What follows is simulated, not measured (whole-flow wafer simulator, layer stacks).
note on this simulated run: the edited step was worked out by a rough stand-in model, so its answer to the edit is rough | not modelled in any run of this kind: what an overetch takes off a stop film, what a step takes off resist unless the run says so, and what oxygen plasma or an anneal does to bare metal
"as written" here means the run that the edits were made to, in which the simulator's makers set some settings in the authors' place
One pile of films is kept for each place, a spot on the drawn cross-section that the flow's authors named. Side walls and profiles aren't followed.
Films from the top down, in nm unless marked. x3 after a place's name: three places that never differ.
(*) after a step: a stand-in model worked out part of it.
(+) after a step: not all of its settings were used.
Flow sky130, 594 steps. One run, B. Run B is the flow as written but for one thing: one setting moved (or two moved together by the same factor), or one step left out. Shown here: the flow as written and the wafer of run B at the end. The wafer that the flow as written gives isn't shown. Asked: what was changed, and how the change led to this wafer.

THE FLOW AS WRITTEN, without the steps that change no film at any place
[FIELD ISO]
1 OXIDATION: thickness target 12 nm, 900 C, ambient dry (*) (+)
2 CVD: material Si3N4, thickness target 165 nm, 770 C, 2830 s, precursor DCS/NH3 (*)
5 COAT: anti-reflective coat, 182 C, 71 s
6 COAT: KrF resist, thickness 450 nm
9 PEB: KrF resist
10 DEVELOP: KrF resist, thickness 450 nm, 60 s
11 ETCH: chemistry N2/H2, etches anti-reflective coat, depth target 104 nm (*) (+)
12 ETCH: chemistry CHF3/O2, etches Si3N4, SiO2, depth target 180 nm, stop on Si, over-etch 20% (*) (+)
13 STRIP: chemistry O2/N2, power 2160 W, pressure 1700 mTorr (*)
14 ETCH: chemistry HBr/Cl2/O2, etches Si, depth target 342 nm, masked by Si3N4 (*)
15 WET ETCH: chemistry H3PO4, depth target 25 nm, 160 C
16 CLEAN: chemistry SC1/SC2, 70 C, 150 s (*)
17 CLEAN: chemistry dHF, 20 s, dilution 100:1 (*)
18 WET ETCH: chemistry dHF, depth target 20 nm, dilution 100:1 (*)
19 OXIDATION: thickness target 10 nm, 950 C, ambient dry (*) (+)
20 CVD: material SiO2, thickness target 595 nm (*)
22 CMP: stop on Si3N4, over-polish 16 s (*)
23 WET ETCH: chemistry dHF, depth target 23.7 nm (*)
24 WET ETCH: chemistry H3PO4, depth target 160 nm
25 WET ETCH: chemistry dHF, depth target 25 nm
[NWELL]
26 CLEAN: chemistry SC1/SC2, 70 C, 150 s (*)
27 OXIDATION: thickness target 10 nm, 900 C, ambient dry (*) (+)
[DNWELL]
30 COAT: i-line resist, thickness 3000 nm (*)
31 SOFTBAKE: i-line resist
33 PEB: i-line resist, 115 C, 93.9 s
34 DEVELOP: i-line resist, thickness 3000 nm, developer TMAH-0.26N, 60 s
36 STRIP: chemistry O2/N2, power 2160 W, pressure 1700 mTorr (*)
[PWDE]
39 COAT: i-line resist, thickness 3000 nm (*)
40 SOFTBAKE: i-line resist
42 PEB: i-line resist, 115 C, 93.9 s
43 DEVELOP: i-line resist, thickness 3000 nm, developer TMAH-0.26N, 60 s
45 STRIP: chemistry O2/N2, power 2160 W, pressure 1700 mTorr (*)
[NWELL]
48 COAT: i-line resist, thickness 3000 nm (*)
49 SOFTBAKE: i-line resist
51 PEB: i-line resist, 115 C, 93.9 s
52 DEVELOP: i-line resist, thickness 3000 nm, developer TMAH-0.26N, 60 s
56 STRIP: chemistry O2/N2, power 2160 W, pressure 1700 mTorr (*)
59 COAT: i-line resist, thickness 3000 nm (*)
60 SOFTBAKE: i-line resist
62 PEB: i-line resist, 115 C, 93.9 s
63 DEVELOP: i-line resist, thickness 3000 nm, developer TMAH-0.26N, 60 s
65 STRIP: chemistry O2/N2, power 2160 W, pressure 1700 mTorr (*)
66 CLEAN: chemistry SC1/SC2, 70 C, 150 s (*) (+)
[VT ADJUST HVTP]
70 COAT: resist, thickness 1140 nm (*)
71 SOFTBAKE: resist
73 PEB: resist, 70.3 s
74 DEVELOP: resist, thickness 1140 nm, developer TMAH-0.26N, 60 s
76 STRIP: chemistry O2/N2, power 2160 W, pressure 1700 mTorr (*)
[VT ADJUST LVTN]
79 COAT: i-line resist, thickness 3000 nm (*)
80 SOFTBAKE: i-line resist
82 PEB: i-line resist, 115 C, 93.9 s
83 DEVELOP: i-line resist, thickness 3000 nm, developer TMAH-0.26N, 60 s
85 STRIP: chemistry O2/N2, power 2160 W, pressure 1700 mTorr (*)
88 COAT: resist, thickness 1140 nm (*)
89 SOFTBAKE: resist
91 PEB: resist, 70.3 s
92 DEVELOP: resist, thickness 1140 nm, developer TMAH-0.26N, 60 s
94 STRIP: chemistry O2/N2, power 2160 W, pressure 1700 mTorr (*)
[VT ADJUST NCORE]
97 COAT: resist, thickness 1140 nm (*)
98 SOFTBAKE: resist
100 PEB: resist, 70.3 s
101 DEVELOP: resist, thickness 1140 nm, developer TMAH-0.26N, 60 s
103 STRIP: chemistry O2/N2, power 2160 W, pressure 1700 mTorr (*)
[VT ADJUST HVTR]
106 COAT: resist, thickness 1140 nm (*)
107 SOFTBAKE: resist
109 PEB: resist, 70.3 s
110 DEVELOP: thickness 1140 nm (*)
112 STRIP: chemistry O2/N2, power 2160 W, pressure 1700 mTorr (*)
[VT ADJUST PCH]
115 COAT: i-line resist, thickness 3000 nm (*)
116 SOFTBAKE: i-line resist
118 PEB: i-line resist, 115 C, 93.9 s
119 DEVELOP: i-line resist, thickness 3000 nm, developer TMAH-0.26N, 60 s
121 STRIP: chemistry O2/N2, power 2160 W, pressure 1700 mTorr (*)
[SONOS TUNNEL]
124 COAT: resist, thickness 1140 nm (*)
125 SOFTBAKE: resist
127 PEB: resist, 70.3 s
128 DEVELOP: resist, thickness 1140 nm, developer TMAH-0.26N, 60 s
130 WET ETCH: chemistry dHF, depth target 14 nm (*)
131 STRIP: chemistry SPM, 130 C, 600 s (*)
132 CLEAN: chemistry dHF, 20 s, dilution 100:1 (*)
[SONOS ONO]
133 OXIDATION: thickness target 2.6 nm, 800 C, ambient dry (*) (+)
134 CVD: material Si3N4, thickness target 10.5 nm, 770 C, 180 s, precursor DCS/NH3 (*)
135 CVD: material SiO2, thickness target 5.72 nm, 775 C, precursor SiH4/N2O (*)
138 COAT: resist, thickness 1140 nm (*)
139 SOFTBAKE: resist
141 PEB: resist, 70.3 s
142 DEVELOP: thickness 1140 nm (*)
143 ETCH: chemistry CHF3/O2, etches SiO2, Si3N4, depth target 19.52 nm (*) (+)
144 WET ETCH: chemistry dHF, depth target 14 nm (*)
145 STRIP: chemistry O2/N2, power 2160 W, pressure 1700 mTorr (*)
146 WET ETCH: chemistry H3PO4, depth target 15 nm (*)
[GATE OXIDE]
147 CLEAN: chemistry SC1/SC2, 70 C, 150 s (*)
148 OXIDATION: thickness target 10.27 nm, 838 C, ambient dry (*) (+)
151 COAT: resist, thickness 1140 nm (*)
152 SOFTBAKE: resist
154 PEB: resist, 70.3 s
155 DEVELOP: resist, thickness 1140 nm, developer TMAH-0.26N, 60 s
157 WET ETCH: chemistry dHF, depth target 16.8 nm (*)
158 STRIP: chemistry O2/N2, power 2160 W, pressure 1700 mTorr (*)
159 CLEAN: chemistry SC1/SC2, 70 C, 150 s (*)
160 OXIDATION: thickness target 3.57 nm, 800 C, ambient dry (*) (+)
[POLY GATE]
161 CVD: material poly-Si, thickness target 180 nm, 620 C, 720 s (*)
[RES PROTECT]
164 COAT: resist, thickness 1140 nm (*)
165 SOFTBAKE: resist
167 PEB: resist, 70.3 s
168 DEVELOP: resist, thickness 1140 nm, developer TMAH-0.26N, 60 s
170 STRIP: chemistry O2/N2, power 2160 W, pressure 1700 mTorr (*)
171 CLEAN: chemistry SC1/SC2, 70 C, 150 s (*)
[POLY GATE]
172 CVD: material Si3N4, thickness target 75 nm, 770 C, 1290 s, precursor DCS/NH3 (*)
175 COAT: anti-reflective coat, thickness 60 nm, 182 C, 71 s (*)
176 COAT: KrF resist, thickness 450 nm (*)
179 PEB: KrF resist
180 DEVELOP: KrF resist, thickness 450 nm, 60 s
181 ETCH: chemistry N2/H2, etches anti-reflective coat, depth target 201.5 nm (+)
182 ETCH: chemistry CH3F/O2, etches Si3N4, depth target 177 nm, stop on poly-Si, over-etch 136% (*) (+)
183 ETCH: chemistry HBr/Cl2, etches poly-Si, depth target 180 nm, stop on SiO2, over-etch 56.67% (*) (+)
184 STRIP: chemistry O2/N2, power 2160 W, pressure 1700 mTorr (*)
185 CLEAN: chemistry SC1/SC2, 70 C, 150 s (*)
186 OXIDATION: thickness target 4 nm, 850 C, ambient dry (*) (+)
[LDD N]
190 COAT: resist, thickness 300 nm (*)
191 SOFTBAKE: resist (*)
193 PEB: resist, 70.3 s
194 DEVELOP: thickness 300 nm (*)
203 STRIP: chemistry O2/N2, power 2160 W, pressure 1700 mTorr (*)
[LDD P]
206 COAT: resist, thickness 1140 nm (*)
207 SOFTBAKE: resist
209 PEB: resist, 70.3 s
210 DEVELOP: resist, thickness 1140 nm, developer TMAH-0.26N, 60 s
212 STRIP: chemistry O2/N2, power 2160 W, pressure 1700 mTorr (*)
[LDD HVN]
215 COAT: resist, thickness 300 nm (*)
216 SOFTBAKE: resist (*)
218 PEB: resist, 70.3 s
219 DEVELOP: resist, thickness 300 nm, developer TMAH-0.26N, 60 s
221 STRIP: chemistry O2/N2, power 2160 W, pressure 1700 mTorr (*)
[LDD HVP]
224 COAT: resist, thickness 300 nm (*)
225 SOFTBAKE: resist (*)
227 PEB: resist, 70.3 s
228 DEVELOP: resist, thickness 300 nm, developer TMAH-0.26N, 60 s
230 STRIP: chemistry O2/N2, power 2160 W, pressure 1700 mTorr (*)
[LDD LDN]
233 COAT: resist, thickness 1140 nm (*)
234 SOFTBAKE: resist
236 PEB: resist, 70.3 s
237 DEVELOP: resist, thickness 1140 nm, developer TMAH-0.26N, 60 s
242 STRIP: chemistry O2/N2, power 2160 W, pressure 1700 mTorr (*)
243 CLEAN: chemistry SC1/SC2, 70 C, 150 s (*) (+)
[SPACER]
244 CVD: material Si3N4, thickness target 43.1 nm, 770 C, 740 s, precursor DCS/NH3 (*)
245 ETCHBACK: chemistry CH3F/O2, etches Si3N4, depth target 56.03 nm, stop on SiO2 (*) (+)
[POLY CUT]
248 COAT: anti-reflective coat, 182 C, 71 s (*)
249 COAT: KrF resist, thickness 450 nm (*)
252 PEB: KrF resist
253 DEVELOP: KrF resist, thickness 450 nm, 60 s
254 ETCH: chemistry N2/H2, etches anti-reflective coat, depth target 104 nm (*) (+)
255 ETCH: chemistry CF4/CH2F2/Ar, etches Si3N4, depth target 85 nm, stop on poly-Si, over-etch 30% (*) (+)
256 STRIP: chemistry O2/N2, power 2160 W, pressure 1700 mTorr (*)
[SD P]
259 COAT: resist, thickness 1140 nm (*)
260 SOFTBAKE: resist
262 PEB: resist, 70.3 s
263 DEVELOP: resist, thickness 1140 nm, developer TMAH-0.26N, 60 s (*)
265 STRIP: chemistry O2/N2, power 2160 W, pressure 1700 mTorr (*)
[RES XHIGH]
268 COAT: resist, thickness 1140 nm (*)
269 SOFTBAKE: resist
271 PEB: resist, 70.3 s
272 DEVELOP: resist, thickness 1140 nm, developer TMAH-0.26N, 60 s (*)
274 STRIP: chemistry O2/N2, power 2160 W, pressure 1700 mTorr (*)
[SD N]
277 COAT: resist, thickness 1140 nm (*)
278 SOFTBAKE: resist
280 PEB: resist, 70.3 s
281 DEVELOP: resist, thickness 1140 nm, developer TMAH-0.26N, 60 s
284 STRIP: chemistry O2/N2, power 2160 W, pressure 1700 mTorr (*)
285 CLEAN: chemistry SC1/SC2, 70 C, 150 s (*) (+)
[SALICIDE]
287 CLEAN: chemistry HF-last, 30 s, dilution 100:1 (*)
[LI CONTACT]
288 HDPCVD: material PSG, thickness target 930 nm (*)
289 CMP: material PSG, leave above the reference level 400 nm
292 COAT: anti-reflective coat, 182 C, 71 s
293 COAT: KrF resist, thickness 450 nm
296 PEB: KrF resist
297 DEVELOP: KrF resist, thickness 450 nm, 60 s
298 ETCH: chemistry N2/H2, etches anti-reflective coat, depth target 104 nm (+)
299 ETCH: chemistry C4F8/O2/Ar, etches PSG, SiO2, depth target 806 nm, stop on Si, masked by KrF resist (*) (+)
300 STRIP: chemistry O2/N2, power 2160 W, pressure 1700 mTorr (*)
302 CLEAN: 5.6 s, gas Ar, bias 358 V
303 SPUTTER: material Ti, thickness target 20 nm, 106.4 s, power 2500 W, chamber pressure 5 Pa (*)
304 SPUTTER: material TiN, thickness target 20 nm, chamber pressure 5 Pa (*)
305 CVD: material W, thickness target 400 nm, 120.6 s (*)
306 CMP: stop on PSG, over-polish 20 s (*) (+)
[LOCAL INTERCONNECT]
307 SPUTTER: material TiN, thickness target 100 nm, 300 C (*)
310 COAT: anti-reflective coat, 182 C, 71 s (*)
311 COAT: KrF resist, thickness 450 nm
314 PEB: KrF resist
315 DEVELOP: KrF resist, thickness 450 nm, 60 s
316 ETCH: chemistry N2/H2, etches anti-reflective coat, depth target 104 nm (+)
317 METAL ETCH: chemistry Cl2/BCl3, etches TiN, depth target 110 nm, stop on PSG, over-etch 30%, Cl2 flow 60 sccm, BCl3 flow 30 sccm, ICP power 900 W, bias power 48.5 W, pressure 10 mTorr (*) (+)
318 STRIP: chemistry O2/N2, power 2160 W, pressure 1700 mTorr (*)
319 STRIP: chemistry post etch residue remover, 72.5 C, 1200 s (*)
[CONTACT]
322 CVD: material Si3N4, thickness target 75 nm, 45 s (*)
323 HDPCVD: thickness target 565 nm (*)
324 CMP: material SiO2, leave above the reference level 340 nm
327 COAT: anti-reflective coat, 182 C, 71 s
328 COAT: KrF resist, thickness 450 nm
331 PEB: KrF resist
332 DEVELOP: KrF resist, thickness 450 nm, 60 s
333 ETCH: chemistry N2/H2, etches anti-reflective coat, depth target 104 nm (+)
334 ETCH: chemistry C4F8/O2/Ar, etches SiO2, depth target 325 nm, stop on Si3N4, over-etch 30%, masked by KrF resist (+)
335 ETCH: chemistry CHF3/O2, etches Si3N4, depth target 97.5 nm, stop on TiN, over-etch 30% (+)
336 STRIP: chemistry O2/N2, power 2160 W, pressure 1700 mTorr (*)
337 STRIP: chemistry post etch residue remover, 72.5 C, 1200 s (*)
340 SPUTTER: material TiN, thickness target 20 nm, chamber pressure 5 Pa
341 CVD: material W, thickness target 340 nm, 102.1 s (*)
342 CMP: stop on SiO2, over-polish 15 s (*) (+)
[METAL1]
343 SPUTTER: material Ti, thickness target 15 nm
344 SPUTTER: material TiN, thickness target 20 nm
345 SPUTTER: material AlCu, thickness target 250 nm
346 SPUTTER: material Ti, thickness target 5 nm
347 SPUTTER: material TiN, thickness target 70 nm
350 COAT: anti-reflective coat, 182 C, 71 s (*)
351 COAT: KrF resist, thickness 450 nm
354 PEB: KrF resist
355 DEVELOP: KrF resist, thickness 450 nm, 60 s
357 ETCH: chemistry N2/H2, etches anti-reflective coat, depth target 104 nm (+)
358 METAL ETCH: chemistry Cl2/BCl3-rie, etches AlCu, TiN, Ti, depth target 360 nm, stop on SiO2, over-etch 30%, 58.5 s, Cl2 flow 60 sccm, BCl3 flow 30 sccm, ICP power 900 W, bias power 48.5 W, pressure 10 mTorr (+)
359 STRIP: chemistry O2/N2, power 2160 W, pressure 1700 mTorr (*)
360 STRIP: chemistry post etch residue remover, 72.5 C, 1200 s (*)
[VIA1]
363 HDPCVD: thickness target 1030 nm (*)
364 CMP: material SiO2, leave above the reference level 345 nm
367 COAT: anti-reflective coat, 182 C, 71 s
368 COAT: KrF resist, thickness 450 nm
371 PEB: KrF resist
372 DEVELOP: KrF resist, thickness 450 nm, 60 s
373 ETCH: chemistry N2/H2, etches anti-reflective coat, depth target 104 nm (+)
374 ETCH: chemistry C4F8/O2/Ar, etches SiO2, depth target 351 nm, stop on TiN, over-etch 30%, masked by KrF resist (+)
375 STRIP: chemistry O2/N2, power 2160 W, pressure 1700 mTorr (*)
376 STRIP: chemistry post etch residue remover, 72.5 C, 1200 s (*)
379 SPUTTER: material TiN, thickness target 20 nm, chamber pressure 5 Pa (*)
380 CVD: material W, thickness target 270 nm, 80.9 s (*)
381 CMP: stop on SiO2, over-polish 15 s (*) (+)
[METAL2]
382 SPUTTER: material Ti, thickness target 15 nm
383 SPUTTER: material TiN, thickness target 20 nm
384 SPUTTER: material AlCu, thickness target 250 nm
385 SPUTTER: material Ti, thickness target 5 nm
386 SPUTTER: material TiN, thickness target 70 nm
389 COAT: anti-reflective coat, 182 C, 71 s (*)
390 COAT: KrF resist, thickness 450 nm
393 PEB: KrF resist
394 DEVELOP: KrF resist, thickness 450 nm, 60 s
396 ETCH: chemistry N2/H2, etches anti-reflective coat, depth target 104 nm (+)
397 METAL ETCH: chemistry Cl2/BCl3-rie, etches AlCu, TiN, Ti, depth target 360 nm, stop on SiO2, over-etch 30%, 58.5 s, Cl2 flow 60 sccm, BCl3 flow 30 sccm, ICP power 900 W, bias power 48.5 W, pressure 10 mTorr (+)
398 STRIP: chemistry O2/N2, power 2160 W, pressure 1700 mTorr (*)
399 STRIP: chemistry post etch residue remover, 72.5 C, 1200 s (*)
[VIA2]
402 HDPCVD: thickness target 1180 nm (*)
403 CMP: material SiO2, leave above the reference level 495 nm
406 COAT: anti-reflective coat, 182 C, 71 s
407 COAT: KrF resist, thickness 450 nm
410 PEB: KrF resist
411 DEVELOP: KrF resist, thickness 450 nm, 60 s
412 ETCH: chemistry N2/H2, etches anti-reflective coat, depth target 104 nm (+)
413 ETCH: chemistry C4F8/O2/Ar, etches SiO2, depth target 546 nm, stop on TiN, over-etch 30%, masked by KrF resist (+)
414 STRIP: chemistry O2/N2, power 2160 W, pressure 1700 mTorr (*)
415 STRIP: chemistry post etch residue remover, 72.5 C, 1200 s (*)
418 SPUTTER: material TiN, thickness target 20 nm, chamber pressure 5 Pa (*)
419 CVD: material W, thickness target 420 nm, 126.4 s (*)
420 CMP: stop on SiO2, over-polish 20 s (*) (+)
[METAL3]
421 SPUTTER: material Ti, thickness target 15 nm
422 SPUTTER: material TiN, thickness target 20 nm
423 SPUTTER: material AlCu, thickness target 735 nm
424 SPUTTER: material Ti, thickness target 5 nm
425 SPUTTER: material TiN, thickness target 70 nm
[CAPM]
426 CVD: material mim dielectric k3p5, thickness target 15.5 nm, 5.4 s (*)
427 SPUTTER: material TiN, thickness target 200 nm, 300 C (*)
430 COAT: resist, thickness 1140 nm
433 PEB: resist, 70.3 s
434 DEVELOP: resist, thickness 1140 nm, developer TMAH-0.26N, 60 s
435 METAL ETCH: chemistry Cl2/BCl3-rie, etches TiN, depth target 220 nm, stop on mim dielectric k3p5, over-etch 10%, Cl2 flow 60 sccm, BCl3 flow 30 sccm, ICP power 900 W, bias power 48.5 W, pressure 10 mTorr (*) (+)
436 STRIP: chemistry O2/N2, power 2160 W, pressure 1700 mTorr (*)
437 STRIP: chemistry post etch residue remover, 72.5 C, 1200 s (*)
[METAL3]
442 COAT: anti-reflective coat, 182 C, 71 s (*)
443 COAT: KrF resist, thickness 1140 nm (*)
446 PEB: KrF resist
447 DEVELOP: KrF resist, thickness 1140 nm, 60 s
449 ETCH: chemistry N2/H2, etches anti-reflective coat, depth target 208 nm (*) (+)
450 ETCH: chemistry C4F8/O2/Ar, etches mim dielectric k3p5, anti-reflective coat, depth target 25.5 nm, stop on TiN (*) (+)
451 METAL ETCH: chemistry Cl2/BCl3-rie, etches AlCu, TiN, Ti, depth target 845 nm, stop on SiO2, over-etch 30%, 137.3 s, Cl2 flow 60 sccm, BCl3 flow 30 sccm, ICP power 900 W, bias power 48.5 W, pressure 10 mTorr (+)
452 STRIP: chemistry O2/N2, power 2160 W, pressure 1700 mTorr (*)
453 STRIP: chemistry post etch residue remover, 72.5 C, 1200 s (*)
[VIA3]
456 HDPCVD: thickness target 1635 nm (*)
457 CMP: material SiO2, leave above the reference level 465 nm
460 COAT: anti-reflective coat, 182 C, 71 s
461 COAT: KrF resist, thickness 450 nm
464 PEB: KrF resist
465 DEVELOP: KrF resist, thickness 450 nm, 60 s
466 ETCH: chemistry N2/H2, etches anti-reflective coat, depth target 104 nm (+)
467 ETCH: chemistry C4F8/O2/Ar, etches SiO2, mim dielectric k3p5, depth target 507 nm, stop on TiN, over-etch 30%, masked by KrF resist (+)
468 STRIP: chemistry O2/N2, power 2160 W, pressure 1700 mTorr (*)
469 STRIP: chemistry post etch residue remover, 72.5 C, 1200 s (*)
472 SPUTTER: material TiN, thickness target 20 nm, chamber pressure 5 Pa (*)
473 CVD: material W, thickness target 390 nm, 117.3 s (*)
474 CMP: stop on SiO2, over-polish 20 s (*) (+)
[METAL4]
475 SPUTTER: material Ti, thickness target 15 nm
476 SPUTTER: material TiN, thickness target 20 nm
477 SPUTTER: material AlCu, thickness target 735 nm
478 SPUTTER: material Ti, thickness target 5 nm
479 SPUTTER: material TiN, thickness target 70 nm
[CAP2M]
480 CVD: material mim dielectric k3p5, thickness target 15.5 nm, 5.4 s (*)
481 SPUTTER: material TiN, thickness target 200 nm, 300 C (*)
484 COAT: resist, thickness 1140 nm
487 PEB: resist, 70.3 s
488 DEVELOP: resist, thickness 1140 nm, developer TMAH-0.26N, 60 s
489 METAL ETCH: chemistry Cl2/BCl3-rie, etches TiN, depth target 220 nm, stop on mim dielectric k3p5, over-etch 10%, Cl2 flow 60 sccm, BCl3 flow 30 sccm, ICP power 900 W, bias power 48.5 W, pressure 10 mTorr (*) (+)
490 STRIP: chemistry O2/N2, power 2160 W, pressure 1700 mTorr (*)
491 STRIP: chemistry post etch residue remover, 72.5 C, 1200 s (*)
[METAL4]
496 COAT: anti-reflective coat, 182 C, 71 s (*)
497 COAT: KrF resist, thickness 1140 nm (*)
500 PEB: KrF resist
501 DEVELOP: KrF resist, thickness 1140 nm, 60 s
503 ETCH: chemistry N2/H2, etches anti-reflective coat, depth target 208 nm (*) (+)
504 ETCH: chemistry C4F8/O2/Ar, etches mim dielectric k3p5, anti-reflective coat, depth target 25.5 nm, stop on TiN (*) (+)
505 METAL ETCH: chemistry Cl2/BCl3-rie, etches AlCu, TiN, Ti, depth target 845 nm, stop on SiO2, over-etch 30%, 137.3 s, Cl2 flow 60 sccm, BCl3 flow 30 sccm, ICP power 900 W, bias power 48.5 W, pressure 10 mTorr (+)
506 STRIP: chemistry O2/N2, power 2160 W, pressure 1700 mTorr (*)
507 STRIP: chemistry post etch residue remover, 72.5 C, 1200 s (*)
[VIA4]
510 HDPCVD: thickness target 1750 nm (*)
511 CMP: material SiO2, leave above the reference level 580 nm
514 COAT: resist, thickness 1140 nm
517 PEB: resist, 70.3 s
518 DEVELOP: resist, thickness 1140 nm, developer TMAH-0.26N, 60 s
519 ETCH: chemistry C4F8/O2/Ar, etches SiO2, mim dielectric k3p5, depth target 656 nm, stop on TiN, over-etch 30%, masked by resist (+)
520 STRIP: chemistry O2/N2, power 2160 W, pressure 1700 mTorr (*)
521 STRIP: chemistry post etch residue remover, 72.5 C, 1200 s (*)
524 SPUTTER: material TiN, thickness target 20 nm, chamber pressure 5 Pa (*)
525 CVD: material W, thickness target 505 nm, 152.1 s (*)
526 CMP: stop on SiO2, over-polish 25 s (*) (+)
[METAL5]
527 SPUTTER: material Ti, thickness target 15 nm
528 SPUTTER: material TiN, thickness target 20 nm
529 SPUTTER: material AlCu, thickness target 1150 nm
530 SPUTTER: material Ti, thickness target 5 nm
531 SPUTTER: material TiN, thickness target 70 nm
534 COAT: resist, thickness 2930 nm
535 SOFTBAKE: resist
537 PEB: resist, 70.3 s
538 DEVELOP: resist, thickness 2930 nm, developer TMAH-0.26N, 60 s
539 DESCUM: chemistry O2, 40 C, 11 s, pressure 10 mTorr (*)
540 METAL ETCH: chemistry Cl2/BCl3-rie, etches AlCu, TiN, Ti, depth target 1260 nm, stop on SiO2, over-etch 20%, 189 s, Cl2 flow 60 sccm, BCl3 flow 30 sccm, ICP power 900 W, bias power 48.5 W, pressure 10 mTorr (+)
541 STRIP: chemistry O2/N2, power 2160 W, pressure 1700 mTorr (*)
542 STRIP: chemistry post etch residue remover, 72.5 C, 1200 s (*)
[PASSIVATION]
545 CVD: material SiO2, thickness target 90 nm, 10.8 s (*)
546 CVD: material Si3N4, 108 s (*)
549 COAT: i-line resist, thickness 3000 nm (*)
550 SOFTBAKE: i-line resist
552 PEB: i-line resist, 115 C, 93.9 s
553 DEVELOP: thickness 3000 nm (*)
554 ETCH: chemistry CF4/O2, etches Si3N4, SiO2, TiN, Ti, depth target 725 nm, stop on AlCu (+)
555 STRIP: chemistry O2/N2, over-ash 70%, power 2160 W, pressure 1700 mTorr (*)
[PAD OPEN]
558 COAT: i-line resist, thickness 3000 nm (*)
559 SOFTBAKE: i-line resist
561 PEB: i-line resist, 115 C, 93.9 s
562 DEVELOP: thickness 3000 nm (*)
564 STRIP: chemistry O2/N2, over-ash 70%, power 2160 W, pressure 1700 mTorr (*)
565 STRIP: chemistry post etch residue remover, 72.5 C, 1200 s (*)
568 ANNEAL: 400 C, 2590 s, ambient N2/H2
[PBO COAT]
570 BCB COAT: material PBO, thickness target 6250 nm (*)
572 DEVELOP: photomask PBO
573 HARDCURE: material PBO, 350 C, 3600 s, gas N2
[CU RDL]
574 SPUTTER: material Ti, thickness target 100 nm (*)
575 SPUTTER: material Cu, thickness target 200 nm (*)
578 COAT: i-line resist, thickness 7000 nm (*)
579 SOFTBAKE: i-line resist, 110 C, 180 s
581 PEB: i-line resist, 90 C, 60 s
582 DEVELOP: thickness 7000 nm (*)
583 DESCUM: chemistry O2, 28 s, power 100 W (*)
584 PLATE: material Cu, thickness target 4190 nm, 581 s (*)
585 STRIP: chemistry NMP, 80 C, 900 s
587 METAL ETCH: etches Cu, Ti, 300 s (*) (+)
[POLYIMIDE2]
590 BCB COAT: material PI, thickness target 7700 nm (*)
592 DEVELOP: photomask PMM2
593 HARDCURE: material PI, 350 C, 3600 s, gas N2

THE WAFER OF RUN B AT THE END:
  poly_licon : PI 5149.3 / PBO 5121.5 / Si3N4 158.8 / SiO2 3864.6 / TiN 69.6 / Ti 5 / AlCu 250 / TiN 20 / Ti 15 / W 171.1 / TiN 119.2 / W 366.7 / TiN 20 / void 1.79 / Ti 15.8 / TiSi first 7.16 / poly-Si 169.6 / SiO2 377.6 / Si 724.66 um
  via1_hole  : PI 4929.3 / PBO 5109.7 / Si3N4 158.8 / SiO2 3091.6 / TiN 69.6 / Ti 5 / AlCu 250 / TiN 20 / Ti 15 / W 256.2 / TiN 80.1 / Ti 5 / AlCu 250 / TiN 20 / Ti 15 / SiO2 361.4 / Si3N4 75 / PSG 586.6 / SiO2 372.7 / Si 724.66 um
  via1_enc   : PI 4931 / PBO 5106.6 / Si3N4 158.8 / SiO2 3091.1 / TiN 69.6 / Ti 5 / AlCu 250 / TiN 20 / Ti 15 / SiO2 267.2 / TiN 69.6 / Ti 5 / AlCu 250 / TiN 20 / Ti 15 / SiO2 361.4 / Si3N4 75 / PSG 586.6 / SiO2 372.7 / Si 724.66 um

The cause: step 341, CVD: thickness target 170 nm was run, where the flow has thickness target 340 nm; step 341, CVD: 51.06 s was run, where the flow has 102.1 s.

How the change led to this, step by step:
  341 CVD: material W, thickness target 340 nm, 102.1 s (*)
      field, active, n_well and 185 more: W +171.1 (new film) (as written it would be: W +340 (new film))
      ndiff_licon_cpp, rpo_hd_licon: W +521.6 (new film) (as written it would be: W +690.5 (new film))
      (and at 1 more place)
  342 CMP: stop on SiO2, over-polish 15 s (*) (+)
      poly_licon: nothing (as written it would be: W -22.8)
      field, active, n_well and 184 more: W -171.1 (all of it), TiN -20 (all of it), SiO2 -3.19 (as written it would be: W -340 (all of it), TiN -20 (all of it), SiO2 -3.19)
      (and at 3 more places)
  350 COAT: anti-reflective coat, 182 C, 71 s (*)
      poly_licon: anti-reflective coat +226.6 (new film) (as written it would be: anti-reflective coat +80.5 (new film))
  359 STRIP: chemistry O2/N2, power 2160 W, pressure 1700 mTorr (*)
      poly_licon: KrF resist -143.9 (all of it), anti-reflective coat -226.6 (all of it) (as written it would be: KrF resist -143.9 (all of it), anti-reflective coat -80.5 (all of it))
  364 CMP: material SiO2, leave above the reference level 345 nm
      poly_licon: SiO2 -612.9 (as written it would be: SiO2 -759)
